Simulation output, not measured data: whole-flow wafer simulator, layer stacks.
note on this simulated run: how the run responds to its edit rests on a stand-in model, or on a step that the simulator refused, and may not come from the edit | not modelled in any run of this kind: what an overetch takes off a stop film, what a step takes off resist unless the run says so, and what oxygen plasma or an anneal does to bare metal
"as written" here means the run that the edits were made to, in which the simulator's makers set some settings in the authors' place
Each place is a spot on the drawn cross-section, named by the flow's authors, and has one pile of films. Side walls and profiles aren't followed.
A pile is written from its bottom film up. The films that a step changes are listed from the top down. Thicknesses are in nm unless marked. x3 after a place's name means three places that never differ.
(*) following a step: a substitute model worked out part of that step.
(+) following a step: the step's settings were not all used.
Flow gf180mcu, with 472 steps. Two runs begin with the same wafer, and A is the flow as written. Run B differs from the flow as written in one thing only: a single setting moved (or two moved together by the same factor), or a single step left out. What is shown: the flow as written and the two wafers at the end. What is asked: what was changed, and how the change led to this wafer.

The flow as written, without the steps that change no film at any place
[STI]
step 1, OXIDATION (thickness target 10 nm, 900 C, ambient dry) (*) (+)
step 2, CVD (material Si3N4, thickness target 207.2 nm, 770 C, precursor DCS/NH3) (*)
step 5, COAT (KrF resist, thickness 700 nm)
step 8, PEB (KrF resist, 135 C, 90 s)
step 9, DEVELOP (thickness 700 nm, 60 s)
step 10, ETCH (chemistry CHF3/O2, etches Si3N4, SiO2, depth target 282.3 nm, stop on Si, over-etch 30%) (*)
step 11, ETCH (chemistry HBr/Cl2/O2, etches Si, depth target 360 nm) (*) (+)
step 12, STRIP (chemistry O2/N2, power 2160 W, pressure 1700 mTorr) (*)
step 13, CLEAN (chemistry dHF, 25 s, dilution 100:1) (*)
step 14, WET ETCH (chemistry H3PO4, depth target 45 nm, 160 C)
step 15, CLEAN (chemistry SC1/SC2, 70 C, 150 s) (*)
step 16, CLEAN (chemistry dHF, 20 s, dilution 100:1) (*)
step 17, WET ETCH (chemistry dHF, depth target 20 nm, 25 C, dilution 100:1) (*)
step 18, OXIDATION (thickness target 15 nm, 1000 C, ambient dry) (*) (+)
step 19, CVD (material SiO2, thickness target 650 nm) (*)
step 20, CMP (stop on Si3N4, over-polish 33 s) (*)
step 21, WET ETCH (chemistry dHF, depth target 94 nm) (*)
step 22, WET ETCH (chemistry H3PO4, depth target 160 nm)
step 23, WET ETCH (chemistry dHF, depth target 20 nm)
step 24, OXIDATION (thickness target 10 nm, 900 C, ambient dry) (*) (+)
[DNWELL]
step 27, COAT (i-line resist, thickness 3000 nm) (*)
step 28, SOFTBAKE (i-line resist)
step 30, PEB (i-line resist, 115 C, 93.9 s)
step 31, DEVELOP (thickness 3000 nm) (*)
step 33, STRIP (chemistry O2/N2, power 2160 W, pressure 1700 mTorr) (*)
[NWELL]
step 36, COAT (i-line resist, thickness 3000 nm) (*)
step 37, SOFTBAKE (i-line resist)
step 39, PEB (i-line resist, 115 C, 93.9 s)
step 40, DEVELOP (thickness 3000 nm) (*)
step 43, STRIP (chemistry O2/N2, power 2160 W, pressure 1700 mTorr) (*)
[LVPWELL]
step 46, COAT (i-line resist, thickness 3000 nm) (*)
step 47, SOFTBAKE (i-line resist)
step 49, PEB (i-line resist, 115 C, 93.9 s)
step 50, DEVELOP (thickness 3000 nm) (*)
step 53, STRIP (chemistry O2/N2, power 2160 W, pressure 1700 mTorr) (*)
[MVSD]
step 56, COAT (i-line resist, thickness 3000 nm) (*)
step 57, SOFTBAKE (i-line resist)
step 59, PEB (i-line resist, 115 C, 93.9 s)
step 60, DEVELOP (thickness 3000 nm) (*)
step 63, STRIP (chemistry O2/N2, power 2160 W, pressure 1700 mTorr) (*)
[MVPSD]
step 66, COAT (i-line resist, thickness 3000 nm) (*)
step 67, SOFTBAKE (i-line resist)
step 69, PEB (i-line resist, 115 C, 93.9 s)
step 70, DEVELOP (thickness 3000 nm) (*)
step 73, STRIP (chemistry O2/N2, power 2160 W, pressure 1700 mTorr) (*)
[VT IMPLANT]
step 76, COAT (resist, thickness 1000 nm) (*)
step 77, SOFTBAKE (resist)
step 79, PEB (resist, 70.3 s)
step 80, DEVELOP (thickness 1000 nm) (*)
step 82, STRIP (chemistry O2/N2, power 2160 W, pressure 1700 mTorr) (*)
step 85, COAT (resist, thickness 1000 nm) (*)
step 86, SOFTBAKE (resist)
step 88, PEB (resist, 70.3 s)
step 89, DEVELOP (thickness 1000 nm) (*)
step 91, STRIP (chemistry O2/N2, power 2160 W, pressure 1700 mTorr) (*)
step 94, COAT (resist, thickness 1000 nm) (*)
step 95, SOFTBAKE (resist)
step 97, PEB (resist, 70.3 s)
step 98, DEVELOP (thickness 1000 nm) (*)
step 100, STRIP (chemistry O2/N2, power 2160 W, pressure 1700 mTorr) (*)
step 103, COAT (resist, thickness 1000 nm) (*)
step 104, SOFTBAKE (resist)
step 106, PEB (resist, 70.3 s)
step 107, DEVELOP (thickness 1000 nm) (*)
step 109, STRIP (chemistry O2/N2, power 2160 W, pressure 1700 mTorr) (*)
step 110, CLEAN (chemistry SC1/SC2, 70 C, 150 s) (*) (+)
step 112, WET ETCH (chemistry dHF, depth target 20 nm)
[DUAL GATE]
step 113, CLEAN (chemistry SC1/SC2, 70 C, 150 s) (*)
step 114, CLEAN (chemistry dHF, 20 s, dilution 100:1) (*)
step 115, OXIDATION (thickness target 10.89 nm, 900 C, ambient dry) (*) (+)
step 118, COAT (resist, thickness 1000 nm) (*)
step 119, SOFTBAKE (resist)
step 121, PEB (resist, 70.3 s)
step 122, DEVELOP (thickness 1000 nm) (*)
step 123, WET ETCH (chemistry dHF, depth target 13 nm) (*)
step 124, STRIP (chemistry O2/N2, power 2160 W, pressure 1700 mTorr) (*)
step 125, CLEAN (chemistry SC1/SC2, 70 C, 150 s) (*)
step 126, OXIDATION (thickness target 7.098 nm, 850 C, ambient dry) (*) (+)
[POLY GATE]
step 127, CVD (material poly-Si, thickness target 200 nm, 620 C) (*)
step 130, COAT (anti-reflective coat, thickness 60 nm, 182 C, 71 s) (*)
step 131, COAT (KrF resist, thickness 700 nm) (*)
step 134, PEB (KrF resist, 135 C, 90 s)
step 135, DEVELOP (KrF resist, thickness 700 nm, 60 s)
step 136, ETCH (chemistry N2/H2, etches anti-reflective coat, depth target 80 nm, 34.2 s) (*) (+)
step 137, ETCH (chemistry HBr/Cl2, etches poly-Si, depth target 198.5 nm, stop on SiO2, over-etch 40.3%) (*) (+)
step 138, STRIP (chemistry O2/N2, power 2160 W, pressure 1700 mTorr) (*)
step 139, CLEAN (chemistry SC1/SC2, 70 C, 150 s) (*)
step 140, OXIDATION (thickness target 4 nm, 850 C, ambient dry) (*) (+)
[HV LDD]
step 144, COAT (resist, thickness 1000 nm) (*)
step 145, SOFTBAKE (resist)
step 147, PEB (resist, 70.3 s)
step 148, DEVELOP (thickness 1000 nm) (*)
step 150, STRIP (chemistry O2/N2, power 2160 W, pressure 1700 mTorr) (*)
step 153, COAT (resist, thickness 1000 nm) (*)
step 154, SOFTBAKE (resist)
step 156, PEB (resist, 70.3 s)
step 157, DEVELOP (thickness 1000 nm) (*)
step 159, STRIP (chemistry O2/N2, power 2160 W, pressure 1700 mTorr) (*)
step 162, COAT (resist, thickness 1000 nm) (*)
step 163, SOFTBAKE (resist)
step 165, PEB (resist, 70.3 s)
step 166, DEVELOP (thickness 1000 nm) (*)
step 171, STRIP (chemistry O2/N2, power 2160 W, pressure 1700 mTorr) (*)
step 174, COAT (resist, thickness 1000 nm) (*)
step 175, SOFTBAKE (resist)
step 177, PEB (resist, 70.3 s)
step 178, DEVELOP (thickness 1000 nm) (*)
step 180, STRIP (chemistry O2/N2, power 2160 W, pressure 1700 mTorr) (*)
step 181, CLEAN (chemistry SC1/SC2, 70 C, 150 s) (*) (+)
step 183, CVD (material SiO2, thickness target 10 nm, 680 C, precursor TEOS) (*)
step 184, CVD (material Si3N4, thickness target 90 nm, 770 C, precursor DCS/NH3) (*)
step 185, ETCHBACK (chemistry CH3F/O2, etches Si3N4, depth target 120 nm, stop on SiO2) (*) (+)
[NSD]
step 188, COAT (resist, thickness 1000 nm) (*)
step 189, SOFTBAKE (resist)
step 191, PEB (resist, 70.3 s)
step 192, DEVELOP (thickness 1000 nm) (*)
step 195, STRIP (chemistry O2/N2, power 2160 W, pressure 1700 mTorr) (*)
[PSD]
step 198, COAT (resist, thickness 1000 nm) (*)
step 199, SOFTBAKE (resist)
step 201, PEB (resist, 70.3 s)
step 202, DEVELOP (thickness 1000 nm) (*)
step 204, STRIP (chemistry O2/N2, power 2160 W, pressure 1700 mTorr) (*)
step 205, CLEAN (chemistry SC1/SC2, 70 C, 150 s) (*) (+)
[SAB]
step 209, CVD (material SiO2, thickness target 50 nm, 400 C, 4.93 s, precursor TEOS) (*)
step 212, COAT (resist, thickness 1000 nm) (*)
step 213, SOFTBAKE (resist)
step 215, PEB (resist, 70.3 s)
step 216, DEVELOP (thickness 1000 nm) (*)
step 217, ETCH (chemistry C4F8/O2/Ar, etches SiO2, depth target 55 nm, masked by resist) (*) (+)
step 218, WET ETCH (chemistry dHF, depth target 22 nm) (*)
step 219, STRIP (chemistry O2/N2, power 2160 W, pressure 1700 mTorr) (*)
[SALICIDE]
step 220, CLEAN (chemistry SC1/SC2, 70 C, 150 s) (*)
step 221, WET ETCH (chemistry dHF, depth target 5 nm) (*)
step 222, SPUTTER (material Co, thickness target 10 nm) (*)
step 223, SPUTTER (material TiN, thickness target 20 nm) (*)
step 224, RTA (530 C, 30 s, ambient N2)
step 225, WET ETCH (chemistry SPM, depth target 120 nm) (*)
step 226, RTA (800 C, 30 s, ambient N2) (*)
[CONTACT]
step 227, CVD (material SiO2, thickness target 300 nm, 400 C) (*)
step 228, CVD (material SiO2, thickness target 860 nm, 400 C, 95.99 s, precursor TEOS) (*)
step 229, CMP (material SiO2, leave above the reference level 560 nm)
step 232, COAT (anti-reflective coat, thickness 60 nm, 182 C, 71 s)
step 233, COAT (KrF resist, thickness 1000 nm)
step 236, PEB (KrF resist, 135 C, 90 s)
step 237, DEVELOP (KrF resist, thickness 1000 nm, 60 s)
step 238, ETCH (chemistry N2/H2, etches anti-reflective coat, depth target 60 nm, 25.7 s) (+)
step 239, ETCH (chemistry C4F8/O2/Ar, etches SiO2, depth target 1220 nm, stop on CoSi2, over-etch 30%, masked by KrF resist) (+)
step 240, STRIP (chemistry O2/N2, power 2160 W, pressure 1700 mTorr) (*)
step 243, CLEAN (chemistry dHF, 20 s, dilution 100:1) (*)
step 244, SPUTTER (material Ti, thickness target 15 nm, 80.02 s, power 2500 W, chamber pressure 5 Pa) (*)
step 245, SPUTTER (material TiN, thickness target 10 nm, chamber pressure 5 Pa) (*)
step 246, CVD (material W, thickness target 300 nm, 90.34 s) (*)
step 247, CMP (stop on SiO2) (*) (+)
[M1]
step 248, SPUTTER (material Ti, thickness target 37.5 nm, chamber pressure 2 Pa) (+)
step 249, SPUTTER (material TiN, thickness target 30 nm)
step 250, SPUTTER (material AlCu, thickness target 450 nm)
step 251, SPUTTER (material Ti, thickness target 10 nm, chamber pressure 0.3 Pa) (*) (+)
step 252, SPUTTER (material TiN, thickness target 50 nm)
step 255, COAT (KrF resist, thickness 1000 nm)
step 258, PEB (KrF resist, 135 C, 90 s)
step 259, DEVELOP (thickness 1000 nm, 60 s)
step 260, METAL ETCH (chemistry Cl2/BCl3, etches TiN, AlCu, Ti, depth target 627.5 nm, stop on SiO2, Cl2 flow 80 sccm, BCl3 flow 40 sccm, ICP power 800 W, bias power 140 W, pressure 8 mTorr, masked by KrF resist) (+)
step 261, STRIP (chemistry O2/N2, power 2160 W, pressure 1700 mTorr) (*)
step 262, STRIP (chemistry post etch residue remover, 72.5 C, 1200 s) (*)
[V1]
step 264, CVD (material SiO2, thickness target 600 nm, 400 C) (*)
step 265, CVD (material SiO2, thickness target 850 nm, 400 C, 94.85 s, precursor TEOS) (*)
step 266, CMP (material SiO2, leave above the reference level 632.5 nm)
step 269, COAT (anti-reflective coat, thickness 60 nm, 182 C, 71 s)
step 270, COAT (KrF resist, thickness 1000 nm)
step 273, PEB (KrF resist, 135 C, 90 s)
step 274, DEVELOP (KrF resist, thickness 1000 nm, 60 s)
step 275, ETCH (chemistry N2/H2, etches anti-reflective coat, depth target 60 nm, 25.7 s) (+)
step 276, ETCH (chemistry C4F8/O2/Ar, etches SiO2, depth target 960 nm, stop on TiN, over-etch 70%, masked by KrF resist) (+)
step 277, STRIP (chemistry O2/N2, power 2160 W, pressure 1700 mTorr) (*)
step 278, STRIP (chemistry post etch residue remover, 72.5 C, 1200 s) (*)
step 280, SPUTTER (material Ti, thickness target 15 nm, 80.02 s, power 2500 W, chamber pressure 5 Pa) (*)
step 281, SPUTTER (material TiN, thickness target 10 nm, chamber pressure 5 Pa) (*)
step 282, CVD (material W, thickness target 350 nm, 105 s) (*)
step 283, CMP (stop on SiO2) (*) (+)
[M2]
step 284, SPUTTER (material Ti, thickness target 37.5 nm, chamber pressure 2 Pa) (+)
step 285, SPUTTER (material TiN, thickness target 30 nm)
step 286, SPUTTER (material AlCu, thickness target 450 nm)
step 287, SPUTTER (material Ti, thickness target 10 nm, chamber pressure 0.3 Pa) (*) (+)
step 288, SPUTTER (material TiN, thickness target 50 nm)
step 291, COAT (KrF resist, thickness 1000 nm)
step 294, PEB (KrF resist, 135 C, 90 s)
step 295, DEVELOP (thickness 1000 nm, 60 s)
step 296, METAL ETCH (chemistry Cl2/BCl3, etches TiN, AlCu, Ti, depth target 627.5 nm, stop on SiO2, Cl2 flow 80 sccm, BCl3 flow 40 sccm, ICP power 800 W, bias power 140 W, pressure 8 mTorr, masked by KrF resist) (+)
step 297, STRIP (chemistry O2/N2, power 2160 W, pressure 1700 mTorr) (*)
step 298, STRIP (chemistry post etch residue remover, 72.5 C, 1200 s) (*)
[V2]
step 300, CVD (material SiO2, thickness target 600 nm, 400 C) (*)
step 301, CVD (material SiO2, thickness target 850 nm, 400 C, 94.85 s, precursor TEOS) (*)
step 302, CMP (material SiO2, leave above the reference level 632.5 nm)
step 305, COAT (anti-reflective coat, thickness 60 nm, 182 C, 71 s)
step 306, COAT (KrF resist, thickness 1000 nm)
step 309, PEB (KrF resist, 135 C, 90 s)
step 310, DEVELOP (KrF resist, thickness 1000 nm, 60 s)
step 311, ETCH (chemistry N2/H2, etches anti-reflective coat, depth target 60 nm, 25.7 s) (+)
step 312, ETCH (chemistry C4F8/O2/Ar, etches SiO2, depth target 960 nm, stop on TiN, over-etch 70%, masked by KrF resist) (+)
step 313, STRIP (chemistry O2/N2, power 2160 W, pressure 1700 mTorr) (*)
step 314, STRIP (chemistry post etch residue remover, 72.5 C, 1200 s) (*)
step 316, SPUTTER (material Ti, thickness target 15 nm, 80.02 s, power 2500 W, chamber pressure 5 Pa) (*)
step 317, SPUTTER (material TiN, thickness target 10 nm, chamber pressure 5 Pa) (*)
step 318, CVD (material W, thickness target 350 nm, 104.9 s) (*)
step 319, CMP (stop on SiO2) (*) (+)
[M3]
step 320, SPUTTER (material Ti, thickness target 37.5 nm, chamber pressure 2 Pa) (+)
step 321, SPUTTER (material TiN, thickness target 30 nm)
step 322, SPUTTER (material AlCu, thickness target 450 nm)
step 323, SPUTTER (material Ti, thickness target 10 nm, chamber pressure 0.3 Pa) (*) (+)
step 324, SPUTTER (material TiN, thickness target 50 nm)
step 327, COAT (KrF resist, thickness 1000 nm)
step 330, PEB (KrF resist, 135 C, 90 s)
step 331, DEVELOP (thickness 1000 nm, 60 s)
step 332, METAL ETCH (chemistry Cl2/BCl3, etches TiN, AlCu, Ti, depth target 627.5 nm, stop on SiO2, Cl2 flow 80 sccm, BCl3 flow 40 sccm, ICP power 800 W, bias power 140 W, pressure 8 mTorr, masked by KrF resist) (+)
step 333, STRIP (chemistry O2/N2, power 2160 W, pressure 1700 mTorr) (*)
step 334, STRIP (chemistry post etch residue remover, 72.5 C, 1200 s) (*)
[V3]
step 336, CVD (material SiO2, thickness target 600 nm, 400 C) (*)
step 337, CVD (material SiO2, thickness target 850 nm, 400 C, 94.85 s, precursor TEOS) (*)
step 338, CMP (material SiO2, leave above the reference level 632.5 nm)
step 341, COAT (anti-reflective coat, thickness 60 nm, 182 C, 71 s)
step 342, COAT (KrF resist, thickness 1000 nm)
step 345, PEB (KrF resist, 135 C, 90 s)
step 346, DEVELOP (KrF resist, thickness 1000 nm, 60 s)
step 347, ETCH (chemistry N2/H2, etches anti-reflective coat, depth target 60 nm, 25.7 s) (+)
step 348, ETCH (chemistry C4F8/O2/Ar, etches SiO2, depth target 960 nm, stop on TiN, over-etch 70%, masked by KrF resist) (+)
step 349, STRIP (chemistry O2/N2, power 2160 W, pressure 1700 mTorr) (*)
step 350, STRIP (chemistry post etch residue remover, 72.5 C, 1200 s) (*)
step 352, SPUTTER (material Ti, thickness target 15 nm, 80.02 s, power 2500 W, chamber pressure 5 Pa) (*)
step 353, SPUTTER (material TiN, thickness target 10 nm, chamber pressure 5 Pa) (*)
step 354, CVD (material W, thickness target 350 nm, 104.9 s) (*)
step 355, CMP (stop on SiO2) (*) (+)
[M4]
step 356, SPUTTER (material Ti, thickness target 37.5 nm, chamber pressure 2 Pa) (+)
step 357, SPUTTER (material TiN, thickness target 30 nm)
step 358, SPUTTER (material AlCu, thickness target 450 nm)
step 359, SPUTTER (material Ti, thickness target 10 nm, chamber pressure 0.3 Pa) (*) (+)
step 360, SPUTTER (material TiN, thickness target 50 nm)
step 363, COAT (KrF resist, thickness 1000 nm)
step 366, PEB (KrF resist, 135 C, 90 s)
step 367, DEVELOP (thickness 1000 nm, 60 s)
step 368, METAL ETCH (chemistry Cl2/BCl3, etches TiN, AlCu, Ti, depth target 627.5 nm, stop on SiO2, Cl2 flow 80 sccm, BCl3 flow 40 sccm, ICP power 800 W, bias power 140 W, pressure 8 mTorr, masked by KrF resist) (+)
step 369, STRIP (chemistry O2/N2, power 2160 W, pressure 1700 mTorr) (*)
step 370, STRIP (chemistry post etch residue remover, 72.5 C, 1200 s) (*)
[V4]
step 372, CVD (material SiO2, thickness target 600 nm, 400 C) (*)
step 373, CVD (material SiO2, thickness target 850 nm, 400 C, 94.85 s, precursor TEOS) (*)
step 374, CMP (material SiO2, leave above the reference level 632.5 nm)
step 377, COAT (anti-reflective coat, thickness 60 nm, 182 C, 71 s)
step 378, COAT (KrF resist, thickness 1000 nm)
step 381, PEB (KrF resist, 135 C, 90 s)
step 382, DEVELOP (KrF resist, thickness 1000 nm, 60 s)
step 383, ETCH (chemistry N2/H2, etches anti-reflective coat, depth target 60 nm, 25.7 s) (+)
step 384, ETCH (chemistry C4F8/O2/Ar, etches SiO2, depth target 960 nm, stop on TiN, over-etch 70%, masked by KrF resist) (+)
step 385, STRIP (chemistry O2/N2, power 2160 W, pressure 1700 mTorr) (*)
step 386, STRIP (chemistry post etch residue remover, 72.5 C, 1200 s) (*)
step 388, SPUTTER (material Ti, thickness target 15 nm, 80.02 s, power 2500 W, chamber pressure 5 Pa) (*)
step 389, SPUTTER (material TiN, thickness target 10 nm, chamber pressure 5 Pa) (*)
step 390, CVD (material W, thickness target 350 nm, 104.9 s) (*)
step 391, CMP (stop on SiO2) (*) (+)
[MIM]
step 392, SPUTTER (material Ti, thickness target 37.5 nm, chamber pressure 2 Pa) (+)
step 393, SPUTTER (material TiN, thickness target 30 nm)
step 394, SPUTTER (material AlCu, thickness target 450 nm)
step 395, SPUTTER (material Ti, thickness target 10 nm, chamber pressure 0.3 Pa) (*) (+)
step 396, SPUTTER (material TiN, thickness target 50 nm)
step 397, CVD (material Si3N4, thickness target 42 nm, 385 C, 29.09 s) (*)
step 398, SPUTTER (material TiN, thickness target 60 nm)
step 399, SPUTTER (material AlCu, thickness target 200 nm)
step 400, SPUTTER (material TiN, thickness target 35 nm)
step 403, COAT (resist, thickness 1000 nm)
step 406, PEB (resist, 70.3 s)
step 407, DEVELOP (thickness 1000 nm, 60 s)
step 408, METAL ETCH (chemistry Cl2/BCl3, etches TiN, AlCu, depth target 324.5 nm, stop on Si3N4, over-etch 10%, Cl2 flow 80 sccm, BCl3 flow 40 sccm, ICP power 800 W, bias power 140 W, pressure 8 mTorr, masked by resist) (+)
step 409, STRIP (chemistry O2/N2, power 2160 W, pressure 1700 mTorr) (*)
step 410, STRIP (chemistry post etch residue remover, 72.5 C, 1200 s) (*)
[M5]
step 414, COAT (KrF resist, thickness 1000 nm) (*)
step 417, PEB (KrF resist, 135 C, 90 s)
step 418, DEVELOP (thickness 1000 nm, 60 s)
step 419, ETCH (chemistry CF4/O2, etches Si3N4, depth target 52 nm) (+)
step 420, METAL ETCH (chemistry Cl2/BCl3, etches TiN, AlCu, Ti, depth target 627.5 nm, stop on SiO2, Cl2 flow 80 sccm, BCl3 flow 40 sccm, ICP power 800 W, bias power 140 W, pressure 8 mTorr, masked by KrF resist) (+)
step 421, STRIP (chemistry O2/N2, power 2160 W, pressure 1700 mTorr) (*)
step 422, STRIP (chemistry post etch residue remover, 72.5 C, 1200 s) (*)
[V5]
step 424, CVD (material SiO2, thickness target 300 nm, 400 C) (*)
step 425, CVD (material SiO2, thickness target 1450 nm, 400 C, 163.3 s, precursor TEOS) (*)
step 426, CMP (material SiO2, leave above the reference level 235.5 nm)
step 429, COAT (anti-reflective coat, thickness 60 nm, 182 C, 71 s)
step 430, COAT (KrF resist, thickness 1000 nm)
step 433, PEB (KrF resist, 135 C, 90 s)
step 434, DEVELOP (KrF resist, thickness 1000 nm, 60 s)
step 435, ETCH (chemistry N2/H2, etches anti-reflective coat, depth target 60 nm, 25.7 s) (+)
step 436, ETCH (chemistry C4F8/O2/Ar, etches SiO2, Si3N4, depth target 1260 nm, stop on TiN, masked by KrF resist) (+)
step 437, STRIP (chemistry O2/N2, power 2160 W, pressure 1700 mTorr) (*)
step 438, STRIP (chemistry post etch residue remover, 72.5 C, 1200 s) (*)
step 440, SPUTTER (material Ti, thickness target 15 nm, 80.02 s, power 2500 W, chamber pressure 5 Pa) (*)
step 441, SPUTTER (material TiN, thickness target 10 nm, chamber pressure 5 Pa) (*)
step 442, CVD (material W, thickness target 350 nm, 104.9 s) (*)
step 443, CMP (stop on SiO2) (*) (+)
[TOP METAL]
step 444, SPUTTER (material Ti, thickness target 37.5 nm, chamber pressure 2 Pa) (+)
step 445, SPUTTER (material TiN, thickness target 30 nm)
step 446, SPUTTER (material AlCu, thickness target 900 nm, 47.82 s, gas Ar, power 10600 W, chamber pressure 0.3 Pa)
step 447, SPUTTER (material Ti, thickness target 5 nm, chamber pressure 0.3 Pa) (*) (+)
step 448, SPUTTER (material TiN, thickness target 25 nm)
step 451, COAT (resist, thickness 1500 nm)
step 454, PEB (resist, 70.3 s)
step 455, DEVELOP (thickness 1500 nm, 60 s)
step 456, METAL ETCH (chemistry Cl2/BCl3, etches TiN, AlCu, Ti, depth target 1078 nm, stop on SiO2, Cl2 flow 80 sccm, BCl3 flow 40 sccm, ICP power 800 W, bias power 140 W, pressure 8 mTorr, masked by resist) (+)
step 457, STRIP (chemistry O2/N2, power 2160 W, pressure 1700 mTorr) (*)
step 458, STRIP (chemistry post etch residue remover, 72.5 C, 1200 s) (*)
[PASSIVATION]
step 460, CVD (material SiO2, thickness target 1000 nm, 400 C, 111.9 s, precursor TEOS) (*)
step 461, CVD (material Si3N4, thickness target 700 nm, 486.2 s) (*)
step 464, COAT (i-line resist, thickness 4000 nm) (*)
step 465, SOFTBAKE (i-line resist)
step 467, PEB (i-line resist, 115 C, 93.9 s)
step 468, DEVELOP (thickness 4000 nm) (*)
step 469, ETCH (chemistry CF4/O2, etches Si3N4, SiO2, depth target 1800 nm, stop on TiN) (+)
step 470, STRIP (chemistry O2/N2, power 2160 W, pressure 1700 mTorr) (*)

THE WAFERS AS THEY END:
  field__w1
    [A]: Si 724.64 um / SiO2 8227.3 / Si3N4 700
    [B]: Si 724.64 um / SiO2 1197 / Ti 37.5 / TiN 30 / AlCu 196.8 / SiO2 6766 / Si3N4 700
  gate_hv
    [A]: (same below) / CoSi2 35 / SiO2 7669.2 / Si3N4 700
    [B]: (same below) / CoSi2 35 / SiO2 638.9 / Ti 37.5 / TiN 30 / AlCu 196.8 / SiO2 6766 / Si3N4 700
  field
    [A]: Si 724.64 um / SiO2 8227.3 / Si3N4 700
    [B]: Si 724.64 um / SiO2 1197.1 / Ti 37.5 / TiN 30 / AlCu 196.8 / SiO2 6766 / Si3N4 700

Cause: step 260, METAL ETCH: depth target 307.5 nm was run, though the flow has depth target 627.5 nm.

Step by step, how the change led to this:
  step 260, METAL ETCH (chemistry Cl2/BCl3, etches TiN, AlCu, Ti, depth target 627.5 nm, stop on SiO2, Cl2 flow 80 sccm, BCl3 flow 40 sccm, ICP power 800 W, bias power 140 W, pressure 8 mTorr, masked by KrF resist) (+)
      field, field__w1, field__w2 and 99 more: A -50 TiN (all of it), -10 Ti (all of it), -450 AlCu (all of it), -30 TiN (all of it), -37.5 Ti (all of it) | B -50 TiN (all of it), -10 Ti (all of it), -247.5 AlCu
      field__w8, contact, m1 and 6 more: A -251 KrF resist | B -123 KrF resist
  step 261, STRIP (chemistry O2/N2, power 2160 W, pressure 1700 mTorr) (*)
      field__w8, contact, m1 and 6 more: A -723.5 KrF resist (all of it) | B -851.5 KrF resist (all of it)
  step 262, STRIP (chemistry post etch residue remover, 72.5 C, 1200 s) (*)
      field, field__w1, field__w2 and 99 more: A nothing | B -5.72 AlCu
  step 264, CVD (material SiO2, thickness target 600 nm, 400 C) (*)
      field, field__w1, field__w2 and 99 more: A +600 SiO2 | B +600 SiO2 (new film)
  step 266, CMP (material SiO2, leave above the reference level 632.5 nm)
      field, field__w1, field__w2 and 99 more: A -300 SiO2 | B -564.3 SiO2
With metal films that touch counted as one body, field__w1 has 1 body; the flow as written gives 0 bodies.
With metal films that touch counted as one body, gate_hv has 2 bodies (between them, from the top down: SiO2 638.9); the flow as written gives 1 body.
With metal films that touch counted as one body, field has 1 body; the flow as written gives 0 bodies.
